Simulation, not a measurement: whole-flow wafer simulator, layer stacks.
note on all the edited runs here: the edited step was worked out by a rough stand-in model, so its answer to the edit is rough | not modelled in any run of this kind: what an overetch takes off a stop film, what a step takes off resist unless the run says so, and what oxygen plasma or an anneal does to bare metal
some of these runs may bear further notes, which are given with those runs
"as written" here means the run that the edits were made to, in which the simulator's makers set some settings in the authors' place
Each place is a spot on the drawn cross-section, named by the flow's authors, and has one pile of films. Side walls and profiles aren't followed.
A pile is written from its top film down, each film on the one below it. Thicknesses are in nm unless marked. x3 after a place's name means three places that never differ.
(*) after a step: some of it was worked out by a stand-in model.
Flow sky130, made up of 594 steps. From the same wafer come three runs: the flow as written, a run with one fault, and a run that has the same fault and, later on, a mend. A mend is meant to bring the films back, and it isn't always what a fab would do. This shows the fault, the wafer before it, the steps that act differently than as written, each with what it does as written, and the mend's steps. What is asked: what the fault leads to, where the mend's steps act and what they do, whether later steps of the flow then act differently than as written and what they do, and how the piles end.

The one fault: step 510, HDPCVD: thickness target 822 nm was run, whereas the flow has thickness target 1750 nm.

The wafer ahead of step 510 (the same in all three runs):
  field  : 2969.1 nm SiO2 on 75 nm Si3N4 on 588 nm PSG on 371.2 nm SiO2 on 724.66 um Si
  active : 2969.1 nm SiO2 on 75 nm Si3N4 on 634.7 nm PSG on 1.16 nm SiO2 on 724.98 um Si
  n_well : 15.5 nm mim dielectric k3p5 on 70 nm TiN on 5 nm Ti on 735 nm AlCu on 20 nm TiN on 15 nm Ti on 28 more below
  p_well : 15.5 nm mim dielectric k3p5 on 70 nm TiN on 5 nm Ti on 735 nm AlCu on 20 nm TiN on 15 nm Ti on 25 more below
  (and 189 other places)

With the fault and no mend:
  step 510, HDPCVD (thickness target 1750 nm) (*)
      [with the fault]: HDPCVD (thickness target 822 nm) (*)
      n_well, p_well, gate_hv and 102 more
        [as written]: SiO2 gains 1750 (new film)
        [with the fault]: SiO2 gains 822 (new film)
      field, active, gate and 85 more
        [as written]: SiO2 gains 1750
        [with the fault]: SiO2 gains 822
  Later steps of the flow acting differently than as written (not shown: 23 more steps that differ only slightly, by at most 2% or 0.5 nm, whichever is larger):
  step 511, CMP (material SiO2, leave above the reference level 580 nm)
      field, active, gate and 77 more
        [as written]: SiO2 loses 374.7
        [with the fault]: nothing
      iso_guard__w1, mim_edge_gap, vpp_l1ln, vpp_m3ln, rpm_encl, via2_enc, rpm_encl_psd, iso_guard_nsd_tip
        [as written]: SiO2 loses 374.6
        [with the fault]: nothing
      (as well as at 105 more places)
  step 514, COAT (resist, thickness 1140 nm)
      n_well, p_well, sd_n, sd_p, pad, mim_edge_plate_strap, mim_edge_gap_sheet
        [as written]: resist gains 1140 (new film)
        [with the fault]: resist gains 590 (new film)
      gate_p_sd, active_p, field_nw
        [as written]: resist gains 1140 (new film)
        [with the fault]: resist gains 1220.9 (new film)
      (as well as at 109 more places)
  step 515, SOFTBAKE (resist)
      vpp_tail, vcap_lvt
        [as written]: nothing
        [with the fault]: resist loses 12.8
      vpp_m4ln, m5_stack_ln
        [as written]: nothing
        [with the fault]: resist loses 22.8
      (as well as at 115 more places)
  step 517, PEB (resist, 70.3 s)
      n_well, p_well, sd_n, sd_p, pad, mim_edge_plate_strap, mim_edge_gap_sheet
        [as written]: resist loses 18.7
        [with the fault]: resist loses 8.25
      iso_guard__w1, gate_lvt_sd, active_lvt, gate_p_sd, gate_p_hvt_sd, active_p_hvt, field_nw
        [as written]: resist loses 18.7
        [with the fault]: resist loses 20.4
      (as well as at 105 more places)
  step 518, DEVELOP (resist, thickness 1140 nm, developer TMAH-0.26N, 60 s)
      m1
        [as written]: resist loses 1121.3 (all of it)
        [with the fault]: resist loses 761.7 (all of it)
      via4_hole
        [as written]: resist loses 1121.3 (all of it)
        [with the fault]: resist loses 722.3 (all of it)
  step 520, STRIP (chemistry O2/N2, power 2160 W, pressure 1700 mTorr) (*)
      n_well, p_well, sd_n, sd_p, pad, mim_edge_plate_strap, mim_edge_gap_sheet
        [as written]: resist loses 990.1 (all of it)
        [with the fault]: resist loses 450.5 (all of it)
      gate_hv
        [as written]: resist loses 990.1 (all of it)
        [with the fault]: resist loses 968.5 (all of it)
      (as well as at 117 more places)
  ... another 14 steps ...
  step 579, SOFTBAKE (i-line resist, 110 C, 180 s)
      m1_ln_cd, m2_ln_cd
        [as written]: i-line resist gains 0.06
        [with the fault]: i-line resist loses 1.2
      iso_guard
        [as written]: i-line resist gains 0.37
        [with the fault]: i-line resist loses 0.14
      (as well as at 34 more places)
  At field, active, gate and 86 more, the piles at the end differ from the flow's by more than 2% or 0.5 nm, whichever is larger.
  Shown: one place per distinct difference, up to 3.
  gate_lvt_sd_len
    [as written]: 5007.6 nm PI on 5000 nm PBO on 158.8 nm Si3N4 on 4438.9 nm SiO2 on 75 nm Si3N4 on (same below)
    [with the fault]: 5008.5 nm PI on 5000 nm PBO on 158.8 nm Si3N4 on 125.2 nm SiO2 on 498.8 nm W on 20 nm TiN on 3791.1 nm SiO2 on 75 nm Si3N4 on (same below)
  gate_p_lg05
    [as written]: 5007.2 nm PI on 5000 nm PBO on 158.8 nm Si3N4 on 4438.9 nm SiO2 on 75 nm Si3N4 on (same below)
    [with the fault]: 5007.9 nm PI on 5000 nm PBO on 158.8 nm Si3N4 on 125.2 nm SiO2 on 498.8 nm W on 20 nm TiN on 3791.1 nm SiO2 on 75 nm Si3N4 on (same below)
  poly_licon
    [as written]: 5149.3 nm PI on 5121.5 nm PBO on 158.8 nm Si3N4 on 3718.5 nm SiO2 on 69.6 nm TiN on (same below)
    [with the fault]: 5149.5 nm PI on 5122 nm PBO on 158.8 nm Si3N4 on 125.2 nm SiO2 on 498.8 nm W on 20 nm TiN on 3070.6 nm SiO2 on 69.6 nm TiN on (same below)

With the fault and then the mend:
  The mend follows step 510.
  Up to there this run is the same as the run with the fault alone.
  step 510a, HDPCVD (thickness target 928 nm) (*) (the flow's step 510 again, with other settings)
      field, active, n_well and 190 more
        SiO2 gains 928
  Later steps of the flow that are run all act as written at every place that is followed.
  At every place that both follow, the piles at the end match the flow's.
